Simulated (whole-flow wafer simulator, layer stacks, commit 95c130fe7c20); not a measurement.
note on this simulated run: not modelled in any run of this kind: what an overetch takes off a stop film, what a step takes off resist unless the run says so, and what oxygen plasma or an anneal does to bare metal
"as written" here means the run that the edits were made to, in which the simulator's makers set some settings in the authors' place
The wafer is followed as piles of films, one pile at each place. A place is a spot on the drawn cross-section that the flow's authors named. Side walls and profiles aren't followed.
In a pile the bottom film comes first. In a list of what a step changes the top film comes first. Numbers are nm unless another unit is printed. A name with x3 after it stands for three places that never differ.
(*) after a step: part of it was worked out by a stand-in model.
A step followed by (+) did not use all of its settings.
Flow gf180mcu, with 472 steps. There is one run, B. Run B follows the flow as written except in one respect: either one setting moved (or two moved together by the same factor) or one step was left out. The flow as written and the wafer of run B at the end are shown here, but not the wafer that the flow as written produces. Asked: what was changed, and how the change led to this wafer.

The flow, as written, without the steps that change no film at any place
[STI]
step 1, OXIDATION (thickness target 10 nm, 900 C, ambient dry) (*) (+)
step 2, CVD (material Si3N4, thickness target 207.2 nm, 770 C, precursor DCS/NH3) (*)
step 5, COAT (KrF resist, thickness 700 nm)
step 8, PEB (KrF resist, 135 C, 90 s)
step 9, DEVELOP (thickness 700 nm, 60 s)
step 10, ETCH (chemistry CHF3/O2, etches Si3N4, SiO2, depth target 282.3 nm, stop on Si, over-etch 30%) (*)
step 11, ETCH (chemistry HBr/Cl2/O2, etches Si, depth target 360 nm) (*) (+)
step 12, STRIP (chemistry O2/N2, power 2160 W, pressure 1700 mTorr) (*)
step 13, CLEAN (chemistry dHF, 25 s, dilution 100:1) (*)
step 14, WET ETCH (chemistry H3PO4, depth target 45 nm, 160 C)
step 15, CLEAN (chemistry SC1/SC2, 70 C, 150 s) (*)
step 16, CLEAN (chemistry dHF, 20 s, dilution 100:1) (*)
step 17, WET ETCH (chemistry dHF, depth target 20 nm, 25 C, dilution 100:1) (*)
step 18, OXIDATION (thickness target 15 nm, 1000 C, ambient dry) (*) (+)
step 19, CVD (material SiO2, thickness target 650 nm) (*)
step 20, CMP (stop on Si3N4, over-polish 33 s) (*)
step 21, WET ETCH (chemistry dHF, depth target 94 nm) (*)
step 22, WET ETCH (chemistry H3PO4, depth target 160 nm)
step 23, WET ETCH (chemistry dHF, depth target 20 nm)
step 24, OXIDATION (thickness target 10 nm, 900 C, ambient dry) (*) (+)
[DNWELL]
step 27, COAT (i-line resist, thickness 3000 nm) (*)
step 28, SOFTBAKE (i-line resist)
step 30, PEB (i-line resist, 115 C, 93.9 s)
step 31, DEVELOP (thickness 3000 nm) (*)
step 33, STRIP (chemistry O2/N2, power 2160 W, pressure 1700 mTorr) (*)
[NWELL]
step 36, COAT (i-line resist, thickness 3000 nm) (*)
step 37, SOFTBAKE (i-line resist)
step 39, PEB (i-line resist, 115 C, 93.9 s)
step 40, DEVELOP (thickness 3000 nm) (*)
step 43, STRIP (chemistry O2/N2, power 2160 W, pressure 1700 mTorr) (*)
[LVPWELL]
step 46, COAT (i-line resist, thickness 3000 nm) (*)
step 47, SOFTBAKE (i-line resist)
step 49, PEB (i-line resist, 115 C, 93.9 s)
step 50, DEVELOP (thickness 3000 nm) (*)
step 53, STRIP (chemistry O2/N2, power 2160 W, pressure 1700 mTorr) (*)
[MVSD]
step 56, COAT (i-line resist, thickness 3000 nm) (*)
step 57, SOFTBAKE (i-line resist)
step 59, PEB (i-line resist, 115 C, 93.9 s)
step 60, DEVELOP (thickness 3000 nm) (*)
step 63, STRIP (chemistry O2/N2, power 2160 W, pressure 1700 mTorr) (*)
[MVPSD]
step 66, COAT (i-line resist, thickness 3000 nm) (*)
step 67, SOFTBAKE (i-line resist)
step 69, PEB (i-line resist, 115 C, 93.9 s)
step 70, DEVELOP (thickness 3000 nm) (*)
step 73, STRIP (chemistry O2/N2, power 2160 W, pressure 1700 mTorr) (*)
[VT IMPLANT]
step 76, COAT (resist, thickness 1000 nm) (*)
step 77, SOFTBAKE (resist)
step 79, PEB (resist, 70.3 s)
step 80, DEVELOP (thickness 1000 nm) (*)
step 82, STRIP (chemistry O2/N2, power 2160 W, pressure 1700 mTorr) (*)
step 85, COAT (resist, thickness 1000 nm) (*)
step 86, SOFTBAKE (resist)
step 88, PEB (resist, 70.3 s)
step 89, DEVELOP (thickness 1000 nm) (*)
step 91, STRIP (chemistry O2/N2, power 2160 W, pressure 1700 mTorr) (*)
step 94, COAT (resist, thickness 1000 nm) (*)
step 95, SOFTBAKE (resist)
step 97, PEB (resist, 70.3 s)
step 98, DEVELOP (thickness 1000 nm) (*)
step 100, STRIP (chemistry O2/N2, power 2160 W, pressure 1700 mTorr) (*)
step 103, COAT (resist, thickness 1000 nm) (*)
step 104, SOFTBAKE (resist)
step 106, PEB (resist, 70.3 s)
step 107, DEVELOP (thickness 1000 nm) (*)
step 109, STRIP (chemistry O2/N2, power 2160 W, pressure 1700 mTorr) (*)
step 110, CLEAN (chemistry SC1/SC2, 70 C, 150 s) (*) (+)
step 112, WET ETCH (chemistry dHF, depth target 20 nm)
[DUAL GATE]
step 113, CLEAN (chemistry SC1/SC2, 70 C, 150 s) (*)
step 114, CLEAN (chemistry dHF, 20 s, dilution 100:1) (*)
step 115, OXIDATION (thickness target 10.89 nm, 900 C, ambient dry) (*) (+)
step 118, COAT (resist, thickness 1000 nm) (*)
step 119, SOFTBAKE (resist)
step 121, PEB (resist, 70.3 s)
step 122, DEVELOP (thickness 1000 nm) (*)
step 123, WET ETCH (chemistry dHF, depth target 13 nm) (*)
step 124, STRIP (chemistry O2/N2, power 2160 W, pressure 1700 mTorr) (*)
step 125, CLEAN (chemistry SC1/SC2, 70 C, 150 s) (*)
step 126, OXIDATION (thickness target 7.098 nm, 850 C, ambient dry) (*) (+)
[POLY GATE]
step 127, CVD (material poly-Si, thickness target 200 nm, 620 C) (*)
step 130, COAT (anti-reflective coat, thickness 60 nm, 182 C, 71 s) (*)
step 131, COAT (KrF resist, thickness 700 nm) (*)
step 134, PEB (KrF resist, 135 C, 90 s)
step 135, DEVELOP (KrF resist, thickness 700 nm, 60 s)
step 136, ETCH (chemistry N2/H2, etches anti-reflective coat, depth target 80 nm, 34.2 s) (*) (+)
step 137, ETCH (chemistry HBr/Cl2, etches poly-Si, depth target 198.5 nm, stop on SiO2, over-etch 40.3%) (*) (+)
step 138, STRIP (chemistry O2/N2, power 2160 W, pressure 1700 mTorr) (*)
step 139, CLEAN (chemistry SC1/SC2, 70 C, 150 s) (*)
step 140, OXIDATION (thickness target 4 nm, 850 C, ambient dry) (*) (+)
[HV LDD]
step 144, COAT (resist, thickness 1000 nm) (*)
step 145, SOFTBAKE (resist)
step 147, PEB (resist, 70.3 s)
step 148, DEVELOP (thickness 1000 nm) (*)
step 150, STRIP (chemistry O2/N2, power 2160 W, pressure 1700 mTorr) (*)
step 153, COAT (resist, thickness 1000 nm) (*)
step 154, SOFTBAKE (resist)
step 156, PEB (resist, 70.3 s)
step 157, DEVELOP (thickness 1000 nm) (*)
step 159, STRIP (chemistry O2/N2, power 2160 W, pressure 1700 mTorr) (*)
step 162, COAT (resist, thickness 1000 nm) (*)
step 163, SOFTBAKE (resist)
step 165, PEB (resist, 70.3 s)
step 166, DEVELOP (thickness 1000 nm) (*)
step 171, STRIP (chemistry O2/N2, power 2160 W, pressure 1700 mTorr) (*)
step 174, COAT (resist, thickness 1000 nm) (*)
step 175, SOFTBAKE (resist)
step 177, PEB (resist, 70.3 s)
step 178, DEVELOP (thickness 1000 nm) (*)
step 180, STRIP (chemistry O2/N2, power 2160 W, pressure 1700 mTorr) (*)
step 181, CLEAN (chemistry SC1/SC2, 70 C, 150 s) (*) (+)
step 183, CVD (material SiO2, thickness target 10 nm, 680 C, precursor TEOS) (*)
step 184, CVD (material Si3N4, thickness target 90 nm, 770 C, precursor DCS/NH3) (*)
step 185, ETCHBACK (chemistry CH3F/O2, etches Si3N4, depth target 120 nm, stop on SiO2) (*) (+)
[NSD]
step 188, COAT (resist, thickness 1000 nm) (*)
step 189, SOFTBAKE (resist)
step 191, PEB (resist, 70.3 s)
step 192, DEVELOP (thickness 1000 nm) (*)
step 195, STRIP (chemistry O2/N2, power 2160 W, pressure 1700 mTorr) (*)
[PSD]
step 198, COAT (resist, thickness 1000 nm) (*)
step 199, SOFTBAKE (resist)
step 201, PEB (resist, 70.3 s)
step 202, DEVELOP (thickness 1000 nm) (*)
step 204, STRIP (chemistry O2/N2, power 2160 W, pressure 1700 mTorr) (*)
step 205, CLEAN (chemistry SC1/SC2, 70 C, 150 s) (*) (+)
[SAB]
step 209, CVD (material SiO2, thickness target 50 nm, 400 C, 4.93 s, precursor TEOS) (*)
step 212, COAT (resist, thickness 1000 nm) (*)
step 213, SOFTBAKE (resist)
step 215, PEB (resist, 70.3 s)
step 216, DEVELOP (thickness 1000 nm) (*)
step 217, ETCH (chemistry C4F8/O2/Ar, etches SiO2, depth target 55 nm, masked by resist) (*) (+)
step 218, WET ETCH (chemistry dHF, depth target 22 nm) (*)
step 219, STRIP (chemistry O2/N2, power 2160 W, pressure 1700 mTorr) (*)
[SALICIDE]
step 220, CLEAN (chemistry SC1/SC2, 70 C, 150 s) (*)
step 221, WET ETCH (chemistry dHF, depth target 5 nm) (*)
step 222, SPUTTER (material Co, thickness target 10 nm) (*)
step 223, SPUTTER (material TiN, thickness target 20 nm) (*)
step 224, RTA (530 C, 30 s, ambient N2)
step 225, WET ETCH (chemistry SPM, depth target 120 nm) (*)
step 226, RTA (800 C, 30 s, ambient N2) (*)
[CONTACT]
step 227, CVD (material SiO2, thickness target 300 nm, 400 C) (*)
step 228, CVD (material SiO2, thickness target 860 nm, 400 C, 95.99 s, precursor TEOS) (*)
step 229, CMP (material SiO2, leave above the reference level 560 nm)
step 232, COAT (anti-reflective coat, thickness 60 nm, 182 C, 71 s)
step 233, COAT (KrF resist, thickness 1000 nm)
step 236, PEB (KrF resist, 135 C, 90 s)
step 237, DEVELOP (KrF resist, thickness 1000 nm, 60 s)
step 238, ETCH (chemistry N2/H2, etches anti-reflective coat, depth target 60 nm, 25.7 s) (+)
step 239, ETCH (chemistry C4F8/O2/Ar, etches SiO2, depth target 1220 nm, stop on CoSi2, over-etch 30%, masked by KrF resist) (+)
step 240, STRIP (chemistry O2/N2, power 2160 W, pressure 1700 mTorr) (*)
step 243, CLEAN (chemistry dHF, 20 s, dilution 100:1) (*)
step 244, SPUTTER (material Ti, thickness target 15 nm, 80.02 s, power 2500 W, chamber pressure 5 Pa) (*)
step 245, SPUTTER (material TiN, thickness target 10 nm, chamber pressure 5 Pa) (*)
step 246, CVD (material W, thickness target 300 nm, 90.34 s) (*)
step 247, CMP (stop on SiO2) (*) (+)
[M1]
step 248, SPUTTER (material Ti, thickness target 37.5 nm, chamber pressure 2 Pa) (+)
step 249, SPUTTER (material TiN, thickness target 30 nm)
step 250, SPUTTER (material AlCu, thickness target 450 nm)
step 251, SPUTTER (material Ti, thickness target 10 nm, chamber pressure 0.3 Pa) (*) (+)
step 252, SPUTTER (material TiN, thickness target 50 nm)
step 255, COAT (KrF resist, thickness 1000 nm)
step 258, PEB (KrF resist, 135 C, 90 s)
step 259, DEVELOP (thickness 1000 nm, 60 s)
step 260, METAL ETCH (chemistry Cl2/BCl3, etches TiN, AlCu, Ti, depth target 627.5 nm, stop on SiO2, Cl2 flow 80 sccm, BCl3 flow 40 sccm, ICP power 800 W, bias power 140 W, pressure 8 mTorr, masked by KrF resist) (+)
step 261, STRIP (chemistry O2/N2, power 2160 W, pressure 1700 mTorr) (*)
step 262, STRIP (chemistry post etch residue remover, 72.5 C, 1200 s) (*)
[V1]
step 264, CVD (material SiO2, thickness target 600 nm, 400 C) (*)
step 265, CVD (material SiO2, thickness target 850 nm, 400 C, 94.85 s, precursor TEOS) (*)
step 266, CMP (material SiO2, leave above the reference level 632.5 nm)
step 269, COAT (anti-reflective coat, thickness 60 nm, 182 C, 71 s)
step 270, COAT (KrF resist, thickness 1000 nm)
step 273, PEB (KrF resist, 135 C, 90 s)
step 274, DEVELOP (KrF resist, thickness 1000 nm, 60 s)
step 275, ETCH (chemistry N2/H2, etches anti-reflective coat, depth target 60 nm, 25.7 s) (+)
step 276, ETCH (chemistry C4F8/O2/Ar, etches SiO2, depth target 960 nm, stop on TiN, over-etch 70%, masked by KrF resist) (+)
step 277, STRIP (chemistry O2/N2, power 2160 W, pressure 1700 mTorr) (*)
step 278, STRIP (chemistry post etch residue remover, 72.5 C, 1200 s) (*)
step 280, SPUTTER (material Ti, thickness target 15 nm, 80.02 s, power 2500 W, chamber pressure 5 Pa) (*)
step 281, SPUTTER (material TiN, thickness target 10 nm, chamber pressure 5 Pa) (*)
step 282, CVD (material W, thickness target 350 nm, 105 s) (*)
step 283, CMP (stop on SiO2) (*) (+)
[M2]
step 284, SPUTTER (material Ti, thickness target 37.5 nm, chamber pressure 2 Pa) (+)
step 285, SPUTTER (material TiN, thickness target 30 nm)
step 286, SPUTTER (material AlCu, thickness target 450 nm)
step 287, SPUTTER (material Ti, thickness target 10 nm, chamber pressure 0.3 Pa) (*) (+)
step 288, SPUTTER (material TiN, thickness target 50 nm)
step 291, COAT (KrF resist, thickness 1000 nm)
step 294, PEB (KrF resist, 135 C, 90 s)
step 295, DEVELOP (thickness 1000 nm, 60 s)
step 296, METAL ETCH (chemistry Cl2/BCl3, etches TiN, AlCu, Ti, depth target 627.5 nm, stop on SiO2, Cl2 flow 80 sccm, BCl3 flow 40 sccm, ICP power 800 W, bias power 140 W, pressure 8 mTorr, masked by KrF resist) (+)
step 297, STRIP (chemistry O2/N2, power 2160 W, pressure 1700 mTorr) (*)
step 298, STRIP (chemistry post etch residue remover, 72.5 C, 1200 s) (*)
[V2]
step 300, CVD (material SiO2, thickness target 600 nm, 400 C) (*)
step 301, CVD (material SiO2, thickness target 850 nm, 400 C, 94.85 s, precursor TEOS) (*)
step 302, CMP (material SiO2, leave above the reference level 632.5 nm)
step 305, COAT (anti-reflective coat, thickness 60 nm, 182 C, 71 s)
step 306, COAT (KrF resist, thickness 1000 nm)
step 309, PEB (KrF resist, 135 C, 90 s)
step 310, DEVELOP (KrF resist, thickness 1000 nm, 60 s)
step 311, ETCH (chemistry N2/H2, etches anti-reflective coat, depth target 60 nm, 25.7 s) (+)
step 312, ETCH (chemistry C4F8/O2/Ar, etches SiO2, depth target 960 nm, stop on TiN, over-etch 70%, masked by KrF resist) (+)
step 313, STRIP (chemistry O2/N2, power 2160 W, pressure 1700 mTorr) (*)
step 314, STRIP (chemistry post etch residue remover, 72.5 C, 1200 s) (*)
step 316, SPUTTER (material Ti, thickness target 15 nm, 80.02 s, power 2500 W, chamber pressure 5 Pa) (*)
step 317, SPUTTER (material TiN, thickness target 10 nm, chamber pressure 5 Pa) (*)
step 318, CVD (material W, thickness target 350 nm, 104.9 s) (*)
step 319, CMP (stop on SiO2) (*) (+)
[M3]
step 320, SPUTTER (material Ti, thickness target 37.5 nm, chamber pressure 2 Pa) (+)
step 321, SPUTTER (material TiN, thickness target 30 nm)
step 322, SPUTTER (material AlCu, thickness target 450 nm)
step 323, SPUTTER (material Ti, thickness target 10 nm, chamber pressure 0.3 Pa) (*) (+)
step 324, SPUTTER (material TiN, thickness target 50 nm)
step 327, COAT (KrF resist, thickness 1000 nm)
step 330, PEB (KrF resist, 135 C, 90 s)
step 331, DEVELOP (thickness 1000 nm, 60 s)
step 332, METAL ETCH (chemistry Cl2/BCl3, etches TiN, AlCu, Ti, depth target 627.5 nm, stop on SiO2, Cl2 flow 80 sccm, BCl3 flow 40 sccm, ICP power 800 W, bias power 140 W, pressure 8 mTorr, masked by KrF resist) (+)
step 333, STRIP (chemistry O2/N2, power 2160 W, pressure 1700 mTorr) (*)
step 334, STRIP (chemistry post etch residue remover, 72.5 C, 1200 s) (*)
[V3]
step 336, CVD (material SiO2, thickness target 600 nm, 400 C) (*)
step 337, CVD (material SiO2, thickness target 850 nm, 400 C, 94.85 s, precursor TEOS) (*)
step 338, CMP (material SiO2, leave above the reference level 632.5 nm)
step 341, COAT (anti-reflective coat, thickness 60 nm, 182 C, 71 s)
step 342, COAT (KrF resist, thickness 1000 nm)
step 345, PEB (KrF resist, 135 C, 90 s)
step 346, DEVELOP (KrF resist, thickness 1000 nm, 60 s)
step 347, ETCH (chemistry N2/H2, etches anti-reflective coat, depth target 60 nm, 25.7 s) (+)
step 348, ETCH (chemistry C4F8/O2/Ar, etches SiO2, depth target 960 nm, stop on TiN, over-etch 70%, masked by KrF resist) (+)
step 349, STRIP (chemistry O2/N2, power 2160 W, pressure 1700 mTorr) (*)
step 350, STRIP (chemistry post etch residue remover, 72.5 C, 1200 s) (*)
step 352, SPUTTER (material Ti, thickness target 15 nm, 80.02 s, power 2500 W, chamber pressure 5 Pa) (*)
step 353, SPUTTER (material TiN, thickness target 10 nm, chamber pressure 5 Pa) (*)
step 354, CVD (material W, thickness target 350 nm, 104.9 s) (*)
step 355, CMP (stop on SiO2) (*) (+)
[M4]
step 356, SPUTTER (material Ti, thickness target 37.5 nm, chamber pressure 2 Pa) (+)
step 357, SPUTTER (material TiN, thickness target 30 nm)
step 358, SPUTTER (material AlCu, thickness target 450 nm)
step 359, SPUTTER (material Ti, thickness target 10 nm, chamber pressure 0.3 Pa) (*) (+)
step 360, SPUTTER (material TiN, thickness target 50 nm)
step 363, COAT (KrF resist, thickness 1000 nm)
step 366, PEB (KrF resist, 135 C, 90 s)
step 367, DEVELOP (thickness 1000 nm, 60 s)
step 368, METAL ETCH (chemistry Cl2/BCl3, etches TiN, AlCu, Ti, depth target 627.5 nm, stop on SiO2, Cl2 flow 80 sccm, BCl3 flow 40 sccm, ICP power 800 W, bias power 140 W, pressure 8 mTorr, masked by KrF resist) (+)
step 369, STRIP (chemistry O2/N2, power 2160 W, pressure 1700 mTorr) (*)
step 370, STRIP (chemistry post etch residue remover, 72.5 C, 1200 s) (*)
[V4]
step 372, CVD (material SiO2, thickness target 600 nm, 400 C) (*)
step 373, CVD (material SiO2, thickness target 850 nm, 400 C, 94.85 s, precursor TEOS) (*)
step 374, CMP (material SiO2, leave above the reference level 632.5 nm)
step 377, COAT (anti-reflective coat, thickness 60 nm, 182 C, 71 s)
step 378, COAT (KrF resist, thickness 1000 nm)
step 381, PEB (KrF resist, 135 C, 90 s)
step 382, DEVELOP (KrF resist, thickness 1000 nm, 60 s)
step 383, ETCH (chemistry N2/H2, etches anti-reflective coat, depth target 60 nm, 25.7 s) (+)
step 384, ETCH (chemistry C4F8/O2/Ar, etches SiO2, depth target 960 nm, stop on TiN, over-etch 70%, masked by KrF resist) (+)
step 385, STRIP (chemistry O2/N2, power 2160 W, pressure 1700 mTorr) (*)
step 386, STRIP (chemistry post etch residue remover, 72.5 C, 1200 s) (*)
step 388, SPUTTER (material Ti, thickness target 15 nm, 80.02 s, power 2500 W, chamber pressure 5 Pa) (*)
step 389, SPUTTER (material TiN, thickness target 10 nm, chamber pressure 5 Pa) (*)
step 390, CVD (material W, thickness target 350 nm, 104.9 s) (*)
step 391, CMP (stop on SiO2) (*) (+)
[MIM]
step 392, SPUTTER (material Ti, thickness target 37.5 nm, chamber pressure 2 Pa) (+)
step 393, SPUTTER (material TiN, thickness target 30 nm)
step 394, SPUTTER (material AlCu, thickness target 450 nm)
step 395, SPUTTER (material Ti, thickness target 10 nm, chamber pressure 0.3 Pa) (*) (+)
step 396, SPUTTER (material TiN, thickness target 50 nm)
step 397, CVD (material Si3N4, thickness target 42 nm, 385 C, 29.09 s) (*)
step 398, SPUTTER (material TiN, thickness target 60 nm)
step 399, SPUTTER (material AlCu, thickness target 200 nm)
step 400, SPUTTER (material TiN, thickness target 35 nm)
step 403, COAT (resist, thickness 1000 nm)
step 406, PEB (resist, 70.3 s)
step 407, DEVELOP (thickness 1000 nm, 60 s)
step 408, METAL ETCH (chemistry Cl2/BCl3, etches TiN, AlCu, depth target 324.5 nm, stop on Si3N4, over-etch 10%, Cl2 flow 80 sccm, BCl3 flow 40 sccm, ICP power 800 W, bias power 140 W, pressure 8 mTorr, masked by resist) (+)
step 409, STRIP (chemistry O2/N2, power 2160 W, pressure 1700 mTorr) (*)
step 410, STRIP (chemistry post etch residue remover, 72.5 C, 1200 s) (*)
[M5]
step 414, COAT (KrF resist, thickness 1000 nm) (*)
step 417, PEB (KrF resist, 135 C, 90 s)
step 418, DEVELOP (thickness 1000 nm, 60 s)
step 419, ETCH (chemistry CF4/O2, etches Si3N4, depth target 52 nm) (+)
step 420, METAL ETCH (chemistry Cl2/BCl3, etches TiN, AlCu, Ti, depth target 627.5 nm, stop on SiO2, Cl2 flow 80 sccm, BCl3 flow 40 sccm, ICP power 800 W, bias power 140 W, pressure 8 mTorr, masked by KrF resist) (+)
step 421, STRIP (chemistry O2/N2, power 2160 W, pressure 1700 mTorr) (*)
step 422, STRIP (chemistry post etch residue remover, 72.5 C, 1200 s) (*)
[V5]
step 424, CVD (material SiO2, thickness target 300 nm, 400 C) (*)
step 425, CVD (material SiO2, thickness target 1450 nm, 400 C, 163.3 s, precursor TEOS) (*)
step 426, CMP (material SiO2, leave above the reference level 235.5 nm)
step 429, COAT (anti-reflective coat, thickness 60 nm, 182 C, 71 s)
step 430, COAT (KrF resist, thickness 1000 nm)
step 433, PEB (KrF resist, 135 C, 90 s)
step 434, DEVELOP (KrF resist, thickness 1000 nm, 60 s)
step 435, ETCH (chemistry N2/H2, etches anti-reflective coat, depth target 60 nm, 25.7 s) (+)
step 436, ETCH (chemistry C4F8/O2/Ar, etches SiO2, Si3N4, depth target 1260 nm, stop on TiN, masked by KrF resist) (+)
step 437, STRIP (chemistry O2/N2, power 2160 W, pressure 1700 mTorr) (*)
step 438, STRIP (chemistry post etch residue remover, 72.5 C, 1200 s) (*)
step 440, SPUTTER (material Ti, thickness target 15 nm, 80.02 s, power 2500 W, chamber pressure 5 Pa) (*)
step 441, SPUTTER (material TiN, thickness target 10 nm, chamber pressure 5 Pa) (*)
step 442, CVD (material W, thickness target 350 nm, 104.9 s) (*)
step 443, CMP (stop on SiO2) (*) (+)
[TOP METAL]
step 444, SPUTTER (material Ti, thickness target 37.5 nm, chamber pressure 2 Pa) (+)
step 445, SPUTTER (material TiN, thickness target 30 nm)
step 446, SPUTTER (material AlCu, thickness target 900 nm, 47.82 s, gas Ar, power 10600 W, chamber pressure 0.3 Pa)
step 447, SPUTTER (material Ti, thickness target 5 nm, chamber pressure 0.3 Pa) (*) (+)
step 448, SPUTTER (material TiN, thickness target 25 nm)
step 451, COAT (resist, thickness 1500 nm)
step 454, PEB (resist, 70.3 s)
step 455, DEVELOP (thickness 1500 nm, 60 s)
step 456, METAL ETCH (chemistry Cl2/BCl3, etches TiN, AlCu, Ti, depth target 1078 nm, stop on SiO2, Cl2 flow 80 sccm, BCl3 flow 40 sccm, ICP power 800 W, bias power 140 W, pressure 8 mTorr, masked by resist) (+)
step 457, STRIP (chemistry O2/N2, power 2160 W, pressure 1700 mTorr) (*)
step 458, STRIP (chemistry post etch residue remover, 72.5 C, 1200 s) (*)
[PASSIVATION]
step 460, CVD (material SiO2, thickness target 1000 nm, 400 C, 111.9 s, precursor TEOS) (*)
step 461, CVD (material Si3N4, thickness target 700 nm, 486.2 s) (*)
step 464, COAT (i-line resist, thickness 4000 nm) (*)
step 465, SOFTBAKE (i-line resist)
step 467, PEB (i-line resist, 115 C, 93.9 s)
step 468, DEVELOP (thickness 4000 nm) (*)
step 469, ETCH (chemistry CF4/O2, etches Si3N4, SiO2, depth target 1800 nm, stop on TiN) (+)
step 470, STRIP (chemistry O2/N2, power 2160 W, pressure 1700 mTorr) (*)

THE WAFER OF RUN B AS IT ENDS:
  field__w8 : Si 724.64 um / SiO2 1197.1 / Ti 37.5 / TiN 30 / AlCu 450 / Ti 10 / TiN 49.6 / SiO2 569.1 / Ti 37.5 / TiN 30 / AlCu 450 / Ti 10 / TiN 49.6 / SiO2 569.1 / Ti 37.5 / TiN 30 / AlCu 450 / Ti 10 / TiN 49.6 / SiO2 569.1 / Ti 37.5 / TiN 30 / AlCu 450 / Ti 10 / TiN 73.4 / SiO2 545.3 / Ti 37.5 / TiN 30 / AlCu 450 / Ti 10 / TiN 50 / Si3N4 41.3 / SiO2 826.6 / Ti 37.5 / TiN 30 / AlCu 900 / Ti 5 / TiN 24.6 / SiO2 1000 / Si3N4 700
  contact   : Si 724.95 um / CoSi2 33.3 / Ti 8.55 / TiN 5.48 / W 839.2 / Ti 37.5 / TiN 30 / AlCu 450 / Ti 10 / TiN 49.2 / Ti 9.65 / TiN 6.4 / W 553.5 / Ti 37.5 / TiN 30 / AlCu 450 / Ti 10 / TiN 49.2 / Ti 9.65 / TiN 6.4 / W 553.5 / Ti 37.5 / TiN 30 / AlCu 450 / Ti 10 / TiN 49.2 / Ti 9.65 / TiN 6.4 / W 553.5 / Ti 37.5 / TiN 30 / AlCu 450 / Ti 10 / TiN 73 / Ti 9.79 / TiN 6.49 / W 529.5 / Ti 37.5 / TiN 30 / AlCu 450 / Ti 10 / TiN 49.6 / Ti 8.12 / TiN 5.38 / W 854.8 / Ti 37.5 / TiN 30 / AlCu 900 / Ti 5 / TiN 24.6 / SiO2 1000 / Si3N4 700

The reason: step 360, SPUTTER: thickness target 73.8 nm was run, while the flow as written has thickness target 50 nm.

How this came from the change, step by step:
  step 360, SPUTTER (material TiN, thickness target 50 nm)
      field, field__w1, field__w2 and 108 more: +73.8 TiN (new film) (in the flow as written it would be: +50 TiN (new film))
  step 368, METAL ETCH (chemistry Cl2/BCl3, etches TiN, AlCu, Ti, depth target 627.5 nm, stop on SiO2, Cl2 flow 80 sccm, BCl3 flow 40 sccm, ICP power 800 W, bias power 140 W, pressure 8 mTorr, masked by KrF resist) (+)
      field, field__w1, field__w2 and 103 more: -73.8 TiN (all of it), -10 Ti (all of it), -450 AlCu (all of it), -30 TiN (all of it), -37.5 Ti (all of it) (in the flow as written it would be: -50 TiN (all of it), -10 Ti (all of it), -450 AlCu (all of it), -30 TiN (all of it), -37.5 Ti (all of it))
  step 374, CMP (material SiO2, leave above the reference level 632.5 nm)
      field__w8, contact, m1, m1__w1, m1_nw: -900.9 SiO2 (in the flow as written it would be: -877.1 SiO2)
  step 384, ETCH (chemistry C4F8/O2/Ar, etches SiO2, depth target 960 nm, stop on TiN, over-etch 70%, masked by KrF resist) (+)
      field, field__w1, field__w2 and 107 more: -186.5 KrF resist (in the flow as written it would be: -192 KrF resist)
      contact: -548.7 SiO2 (all of it) (in the flow as written it would be: -572.5 SiO2 (all of it))
  step 390, CVD (material W, thickness target 350 nm, 104.9 s) (*)
      contact: +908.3 W (new film) (in the flow as written it would be: +932.3 W (new film))
